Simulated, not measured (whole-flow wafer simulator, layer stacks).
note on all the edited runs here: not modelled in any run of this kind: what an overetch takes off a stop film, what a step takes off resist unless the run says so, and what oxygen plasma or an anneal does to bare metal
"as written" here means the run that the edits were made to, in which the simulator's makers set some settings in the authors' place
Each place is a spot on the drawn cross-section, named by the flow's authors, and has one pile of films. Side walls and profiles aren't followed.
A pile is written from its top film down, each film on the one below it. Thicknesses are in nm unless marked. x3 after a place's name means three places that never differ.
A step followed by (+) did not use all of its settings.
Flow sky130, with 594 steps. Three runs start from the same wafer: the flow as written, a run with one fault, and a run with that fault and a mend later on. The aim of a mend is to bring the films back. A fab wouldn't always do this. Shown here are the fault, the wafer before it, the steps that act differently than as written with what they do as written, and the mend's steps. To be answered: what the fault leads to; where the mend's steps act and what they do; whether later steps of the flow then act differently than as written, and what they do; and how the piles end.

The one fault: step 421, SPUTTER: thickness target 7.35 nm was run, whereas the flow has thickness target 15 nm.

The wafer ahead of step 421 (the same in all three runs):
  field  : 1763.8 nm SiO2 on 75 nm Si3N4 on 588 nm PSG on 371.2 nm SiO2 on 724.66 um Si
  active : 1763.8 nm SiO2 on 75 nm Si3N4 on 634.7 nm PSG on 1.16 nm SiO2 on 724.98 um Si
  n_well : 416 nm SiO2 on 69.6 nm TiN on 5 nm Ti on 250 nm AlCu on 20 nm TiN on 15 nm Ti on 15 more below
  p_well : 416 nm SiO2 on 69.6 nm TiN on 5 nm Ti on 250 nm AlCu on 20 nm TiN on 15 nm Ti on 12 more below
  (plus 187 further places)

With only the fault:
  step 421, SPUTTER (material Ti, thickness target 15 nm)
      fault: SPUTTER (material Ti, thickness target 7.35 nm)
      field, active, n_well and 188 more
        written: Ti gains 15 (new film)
        fault: Ti gains 7.35 (new film)
  Later steps of the flow acting differently than as written (not shown: 23 more steps that differ only slightly, by at most 2% or 0.5 nm, whichever is larger):
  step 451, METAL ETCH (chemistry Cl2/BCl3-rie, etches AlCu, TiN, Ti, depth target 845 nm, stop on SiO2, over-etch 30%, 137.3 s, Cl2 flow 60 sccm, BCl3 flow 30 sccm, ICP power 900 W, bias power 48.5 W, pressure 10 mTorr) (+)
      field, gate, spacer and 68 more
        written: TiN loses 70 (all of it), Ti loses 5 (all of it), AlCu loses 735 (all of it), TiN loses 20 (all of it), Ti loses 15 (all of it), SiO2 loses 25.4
        fault: TiN loses 70 (all of it), Ti loses 5 (all of it), AlCu loses 735 (all of it), TiN loses 20 (all of it), Ti loses 7.35 (all of it), SiO2 loses 26.1
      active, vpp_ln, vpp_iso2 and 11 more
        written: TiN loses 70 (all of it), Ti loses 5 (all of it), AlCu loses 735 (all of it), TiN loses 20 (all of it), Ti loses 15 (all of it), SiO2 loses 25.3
        fault: TiN loses 70 (all of it), Ti loses 5 (all of it), AlCu loses 735 (all of it), TiN loses 20 (all of it), Ti loses 7.35 (all of it), SiO2 loses 26.1
  The piles end different from the flow's at n_well, p_well, gate_hv and 104 more by more than 2% or 0.5 nm, whichever is larger.
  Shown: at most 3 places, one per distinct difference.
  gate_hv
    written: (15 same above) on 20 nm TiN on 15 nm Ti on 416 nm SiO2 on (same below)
    fault: (15 same above) on 20 nm TiN on 7.35 nm Ti on 416 nm SiO2 on (same below)
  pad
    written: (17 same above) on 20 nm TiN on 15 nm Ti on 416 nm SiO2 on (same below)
    fault: (17 same above) on 20 nm TiN on 7.35 nm Ti on 416 nm SiO2 on (same below)
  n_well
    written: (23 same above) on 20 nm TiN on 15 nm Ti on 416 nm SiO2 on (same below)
    fault: (23 same above) on 20 nm TiN on 7.35 nm Ti on 416 nm SiO2 on (same below)

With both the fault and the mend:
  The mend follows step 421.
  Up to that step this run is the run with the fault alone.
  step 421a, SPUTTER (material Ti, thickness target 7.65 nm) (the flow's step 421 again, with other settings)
      field, active, n_well and 188 more
        Ti gains 7.65
  Every later step of the flow that is run acts as written at every place that is followed.
  By the end, the piles equal the flow's at every place that both follow.
